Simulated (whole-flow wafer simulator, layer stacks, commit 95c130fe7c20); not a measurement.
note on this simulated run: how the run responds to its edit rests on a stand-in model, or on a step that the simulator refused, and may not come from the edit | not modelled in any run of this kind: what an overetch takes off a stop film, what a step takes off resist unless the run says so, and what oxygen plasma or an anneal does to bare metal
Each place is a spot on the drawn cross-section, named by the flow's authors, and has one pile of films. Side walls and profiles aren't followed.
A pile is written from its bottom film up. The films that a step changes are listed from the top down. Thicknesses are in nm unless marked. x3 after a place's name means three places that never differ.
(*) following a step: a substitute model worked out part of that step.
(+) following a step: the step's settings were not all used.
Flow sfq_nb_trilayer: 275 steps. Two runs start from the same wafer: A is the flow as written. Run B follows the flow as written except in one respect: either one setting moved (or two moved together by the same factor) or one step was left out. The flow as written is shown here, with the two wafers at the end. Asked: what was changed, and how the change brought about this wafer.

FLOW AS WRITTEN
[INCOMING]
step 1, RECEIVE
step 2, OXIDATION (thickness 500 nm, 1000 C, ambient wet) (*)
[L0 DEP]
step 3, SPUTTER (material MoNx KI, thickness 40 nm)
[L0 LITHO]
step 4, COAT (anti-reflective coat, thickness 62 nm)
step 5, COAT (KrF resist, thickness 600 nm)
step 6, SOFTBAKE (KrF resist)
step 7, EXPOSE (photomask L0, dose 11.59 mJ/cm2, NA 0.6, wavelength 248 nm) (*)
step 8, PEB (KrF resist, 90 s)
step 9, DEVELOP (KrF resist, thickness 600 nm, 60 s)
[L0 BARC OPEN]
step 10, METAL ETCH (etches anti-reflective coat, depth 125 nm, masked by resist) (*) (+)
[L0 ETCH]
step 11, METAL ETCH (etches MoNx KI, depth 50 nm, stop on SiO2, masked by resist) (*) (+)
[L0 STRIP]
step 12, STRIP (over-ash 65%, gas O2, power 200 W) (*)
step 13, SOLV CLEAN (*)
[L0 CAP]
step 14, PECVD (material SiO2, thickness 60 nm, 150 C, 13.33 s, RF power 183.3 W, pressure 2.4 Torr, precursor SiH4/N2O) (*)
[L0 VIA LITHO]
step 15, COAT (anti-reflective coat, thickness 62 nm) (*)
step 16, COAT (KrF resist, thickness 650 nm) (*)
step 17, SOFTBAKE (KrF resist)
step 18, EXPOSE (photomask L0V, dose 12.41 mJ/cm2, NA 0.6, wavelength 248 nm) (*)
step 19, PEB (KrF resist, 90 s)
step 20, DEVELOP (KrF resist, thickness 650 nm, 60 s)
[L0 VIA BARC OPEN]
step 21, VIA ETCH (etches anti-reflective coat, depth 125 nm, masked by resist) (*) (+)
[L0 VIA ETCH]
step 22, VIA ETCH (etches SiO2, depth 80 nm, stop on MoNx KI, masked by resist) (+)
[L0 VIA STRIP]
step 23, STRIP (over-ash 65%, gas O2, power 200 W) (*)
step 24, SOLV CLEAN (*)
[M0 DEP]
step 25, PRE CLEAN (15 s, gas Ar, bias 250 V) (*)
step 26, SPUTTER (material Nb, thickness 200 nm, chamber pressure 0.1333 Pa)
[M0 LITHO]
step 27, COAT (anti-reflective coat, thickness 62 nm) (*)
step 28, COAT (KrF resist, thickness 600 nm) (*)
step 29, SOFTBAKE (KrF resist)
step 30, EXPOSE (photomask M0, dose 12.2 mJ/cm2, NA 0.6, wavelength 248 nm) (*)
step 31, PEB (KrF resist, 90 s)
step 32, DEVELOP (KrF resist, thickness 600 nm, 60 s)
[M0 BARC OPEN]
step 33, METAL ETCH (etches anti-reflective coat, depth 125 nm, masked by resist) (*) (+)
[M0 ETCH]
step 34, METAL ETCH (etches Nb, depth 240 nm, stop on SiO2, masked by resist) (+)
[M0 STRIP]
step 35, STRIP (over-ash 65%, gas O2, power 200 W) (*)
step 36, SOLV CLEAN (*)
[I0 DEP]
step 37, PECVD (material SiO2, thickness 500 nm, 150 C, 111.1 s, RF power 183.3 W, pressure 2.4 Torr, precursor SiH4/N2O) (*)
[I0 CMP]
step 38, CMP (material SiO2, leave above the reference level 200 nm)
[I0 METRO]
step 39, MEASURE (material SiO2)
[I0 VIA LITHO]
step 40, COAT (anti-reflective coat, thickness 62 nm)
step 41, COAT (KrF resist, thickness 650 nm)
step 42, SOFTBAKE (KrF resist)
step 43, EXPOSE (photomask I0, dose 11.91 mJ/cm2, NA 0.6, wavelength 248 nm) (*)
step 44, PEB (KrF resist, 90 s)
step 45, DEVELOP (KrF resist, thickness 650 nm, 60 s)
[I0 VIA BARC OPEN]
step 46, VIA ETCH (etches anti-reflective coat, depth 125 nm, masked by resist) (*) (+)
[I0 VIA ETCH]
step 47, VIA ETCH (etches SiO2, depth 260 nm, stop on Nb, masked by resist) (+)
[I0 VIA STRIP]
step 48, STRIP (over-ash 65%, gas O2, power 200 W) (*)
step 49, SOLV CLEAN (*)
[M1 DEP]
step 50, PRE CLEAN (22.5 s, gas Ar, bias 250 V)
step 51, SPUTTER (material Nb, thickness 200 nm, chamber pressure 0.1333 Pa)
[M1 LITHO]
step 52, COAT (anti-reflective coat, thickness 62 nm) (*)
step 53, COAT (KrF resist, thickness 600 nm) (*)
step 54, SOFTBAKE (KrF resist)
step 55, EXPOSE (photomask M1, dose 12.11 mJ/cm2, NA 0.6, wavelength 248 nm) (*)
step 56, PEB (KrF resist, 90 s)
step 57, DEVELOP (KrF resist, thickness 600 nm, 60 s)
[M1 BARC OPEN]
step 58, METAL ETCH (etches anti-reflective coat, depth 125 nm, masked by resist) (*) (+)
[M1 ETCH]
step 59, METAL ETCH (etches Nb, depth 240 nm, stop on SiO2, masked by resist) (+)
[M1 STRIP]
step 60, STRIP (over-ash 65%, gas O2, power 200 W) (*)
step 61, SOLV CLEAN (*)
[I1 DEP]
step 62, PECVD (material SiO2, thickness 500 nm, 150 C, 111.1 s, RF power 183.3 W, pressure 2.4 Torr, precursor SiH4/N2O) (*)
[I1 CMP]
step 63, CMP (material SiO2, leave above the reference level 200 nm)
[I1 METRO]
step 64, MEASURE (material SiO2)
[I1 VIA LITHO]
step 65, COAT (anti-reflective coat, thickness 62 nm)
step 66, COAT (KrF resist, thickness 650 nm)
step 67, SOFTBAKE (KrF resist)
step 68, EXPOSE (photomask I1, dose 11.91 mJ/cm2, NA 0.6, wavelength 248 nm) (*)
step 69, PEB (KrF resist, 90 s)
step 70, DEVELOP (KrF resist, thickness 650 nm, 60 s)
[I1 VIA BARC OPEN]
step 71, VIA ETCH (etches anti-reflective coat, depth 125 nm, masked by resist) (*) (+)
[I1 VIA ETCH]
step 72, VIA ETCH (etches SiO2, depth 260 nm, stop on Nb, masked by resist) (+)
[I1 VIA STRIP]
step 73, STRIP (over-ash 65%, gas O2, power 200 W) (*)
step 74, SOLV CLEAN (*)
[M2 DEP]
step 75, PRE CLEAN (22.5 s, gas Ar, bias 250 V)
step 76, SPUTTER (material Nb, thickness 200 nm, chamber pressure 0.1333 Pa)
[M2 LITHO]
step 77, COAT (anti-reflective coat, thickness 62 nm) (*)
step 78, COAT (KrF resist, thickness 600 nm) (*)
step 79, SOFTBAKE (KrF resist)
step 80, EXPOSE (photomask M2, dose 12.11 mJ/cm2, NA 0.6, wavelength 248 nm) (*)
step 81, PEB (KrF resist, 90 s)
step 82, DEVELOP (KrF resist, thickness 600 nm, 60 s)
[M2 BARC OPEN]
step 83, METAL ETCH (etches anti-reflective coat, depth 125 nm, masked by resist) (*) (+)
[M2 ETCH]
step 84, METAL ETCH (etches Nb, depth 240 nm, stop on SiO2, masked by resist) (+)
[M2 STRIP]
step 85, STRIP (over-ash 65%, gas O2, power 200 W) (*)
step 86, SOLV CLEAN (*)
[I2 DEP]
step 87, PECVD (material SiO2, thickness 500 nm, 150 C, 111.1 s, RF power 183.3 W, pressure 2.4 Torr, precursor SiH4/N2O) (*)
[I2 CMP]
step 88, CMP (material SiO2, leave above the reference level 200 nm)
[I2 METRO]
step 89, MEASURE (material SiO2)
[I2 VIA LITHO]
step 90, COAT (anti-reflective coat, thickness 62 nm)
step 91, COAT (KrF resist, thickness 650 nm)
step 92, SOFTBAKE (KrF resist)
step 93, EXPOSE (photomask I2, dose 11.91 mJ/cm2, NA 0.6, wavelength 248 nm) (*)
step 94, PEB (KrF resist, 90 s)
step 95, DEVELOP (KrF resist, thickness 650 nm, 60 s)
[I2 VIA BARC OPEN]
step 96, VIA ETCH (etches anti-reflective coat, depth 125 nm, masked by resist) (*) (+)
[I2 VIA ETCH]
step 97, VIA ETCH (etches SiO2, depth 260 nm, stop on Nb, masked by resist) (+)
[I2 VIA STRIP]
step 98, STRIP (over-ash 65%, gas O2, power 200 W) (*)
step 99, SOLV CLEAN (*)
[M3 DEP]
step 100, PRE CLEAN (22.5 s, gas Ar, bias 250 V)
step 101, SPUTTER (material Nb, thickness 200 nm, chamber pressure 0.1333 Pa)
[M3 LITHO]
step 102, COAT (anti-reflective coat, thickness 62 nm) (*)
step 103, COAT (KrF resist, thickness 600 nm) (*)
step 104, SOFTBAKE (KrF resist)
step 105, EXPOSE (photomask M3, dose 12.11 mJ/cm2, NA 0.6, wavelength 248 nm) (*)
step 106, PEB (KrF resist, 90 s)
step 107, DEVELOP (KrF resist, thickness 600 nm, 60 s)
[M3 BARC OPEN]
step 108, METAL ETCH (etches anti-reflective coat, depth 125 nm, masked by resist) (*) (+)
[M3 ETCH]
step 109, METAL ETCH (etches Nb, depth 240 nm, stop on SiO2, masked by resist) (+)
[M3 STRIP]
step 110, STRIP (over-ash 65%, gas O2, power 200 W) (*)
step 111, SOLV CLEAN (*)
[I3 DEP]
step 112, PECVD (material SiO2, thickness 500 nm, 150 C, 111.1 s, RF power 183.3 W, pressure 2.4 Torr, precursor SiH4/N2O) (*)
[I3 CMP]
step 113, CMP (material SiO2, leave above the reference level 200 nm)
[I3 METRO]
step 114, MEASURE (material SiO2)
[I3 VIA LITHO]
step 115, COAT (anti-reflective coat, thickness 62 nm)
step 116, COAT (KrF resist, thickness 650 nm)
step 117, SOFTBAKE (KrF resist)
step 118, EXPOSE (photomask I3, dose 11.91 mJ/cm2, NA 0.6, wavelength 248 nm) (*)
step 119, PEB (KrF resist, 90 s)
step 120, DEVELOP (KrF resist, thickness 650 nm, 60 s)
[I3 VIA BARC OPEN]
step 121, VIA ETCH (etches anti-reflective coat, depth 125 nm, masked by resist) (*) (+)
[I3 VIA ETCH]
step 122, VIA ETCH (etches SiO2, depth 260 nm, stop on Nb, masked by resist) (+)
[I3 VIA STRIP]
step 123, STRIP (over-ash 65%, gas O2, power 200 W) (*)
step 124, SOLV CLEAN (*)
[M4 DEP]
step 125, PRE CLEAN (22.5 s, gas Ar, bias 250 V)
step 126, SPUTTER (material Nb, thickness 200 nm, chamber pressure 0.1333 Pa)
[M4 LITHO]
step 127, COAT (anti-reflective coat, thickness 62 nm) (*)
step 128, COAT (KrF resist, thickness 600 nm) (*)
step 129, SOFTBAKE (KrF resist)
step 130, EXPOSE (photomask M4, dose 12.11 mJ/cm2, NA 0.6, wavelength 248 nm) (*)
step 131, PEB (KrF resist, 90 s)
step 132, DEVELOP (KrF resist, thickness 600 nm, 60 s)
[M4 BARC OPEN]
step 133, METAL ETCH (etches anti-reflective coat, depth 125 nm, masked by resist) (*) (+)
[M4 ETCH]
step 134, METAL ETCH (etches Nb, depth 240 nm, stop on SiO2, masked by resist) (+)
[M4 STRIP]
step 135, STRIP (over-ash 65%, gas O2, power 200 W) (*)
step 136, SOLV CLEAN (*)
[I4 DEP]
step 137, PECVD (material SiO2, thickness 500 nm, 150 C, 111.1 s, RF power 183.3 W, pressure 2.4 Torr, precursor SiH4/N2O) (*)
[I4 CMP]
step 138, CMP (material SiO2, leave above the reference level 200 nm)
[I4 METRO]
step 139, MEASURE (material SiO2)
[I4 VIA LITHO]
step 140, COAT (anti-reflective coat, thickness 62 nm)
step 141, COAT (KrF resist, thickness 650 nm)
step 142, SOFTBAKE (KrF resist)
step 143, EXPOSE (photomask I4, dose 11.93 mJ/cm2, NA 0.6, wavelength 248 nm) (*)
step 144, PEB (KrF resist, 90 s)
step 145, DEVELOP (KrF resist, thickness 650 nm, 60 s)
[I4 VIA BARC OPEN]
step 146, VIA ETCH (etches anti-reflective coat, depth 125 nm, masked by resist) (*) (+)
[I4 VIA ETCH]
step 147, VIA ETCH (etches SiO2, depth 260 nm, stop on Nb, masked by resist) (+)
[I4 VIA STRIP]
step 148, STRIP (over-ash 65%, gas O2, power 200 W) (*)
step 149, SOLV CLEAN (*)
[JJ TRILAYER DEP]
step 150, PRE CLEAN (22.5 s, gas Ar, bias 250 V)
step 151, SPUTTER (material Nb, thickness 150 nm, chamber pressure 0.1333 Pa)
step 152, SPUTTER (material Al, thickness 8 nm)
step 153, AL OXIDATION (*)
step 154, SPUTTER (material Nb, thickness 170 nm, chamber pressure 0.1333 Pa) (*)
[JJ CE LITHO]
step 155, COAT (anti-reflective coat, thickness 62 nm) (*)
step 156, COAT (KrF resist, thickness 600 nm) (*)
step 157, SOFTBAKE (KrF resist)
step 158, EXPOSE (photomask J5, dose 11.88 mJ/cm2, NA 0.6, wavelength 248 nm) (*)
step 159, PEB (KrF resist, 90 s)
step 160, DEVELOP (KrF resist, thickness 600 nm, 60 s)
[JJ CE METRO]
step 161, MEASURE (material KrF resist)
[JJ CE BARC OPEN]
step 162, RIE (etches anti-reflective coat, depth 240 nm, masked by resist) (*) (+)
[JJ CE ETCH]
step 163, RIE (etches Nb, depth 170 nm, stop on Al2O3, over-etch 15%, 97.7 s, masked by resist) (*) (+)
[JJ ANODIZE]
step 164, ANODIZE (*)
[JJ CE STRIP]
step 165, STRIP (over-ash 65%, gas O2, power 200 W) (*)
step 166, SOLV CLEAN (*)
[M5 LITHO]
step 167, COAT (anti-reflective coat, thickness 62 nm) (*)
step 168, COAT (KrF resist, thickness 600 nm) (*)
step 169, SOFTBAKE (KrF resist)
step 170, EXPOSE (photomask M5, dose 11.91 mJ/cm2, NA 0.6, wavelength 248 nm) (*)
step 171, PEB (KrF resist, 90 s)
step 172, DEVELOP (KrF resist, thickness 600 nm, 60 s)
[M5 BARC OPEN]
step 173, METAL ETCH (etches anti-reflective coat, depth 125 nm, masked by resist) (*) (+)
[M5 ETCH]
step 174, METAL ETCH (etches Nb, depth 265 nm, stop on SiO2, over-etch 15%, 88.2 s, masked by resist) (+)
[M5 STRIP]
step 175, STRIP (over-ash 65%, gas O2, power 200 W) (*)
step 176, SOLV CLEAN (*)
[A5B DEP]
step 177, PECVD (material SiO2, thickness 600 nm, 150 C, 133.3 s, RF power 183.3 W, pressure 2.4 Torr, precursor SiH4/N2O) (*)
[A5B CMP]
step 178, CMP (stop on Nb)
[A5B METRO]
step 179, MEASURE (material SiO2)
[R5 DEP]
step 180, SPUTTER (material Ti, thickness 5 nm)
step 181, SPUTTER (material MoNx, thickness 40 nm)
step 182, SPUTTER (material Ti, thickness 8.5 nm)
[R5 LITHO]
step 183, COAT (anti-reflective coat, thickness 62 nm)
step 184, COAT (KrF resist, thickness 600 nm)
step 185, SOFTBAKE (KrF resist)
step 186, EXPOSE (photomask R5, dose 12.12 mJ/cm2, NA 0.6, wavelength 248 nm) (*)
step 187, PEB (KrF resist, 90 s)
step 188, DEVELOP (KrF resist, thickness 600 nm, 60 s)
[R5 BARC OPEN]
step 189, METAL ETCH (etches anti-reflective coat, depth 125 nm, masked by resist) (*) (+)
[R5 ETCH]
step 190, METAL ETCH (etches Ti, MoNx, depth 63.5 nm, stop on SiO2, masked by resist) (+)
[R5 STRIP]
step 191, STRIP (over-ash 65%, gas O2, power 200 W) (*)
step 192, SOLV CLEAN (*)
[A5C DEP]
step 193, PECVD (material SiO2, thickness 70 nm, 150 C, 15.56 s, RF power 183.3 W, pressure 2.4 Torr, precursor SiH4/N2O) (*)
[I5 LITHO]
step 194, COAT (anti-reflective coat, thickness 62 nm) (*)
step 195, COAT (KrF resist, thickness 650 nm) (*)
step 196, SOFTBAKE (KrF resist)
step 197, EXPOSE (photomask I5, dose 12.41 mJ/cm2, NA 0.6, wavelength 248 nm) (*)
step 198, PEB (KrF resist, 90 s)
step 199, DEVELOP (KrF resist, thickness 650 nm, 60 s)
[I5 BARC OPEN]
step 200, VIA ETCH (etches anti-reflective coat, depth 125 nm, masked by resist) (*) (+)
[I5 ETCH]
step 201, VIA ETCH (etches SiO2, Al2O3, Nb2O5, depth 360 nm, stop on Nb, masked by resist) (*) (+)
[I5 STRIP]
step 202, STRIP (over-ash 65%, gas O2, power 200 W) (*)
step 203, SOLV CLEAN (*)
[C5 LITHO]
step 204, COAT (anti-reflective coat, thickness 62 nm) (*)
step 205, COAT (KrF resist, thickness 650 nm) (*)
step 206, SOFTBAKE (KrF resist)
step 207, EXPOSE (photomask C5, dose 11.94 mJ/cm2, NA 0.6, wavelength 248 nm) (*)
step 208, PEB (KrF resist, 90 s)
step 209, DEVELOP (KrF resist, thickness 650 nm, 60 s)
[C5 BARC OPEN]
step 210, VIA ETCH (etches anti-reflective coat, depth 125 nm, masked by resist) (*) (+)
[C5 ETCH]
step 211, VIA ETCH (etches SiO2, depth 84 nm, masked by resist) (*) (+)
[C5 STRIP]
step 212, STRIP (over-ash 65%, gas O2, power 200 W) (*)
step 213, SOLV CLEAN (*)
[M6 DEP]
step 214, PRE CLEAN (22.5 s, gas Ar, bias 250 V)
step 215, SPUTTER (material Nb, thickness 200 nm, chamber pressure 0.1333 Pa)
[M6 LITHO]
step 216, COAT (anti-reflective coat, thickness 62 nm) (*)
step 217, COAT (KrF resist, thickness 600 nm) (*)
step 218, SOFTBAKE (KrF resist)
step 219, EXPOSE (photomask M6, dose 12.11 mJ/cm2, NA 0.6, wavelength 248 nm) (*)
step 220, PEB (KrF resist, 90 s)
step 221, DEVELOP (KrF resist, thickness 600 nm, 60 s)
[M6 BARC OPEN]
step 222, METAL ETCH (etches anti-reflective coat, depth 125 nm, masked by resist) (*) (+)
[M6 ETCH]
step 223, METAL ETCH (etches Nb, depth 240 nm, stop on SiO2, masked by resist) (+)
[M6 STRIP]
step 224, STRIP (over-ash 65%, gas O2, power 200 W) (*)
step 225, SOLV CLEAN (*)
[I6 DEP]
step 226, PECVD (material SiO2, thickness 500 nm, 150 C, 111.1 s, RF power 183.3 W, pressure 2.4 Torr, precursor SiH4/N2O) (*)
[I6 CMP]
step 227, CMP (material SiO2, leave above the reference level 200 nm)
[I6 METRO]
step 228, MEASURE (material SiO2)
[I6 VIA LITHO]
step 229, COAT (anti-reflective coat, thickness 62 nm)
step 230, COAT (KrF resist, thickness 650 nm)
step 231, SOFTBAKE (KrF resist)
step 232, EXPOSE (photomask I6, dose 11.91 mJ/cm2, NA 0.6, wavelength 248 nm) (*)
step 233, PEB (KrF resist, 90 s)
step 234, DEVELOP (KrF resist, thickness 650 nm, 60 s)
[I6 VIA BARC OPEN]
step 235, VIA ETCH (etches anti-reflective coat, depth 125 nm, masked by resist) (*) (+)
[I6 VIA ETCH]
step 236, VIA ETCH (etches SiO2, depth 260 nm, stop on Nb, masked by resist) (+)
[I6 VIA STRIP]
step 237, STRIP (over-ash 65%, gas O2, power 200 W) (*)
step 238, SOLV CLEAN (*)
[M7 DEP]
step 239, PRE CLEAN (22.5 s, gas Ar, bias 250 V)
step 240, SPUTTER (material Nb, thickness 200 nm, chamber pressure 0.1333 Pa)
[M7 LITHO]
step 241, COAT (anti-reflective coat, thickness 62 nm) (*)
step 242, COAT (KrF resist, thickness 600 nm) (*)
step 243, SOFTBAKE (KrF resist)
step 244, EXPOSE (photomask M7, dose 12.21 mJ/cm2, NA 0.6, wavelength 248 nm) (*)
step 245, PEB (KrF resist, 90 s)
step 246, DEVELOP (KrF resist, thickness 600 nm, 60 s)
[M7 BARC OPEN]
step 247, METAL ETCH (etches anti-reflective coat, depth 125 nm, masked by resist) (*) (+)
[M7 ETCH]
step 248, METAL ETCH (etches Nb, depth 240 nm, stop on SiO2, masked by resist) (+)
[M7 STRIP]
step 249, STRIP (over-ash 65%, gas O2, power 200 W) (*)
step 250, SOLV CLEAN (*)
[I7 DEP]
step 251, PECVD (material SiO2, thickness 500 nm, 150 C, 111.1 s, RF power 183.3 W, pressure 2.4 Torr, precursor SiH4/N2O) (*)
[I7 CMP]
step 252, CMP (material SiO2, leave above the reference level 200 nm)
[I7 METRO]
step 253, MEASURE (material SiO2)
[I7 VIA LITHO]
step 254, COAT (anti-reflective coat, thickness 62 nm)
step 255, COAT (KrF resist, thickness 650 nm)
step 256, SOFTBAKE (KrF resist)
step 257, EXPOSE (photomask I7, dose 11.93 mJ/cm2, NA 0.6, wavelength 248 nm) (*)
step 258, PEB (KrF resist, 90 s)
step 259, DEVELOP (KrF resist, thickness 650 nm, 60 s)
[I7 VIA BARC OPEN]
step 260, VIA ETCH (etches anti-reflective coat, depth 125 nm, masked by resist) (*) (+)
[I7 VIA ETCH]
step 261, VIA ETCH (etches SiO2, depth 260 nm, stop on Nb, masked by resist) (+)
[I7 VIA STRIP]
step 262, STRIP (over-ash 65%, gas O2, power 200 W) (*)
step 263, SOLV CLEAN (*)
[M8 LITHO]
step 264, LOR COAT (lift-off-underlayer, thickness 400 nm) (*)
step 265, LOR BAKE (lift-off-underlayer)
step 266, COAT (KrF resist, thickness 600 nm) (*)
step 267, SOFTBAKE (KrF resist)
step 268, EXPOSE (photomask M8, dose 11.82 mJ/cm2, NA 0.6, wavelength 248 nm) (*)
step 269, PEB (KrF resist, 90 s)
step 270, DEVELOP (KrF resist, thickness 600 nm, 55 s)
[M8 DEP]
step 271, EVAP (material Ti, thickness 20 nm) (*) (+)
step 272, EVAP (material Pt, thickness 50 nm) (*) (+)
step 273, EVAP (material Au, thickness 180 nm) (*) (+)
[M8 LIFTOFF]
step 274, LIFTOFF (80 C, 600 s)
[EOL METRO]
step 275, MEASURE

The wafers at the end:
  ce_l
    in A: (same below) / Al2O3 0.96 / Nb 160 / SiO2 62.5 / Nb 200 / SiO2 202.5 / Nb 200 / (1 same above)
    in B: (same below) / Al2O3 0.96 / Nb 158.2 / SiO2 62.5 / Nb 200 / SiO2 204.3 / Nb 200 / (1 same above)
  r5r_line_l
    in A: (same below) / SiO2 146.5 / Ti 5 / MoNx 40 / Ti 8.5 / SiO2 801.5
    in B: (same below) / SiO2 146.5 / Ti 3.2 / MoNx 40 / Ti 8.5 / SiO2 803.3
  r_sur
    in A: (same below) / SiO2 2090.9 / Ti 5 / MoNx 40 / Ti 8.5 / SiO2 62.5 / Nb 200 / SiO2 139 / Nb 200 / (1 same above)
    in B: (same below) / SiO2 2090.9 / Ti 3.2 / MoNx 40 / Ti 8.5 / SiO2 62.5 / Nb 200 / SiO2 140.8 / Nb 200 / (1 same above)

Cause: step 180, SPUTTER: thickness 3.2 nm was run, while the flow as written has thickness 5 nm.
The wafer lets one read it off: r5r_line_l has Ti 3.2, and step 180 as written asks for 5 nm.

The path from the change to this, step by step:
  step 180, SPUTTER (material Ti, thickness 5 nm)
      field_l, v_sur, via_wl and 103 more: A +5 Ti (new film) | B +3.2 Ti (new film)
  step 190, METAL ETCH (etches Ti, MoNx, depth 63.5 nm, stop on SiO2, masked by resist) (+)
      field_l, v_sur, via_wl and 92 more: A -8.5 Ti (all of it), -40 MoNx (all of it), -5 Ti (all of it) | B -8.5 Ti (all of it), -40 MoNx (all of it), -3.2 Ti (all of it)
      ce_l, c5j, ce_r, wl_jj: A -8.5 Ti (all of it), -40 MoNx (all of it), -5 Ti (all of it), -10 Nb | B -8.5 Ti (all of it), -40 MoNx (all of it), -3.2 Ti (all of it), -11.8 Nb
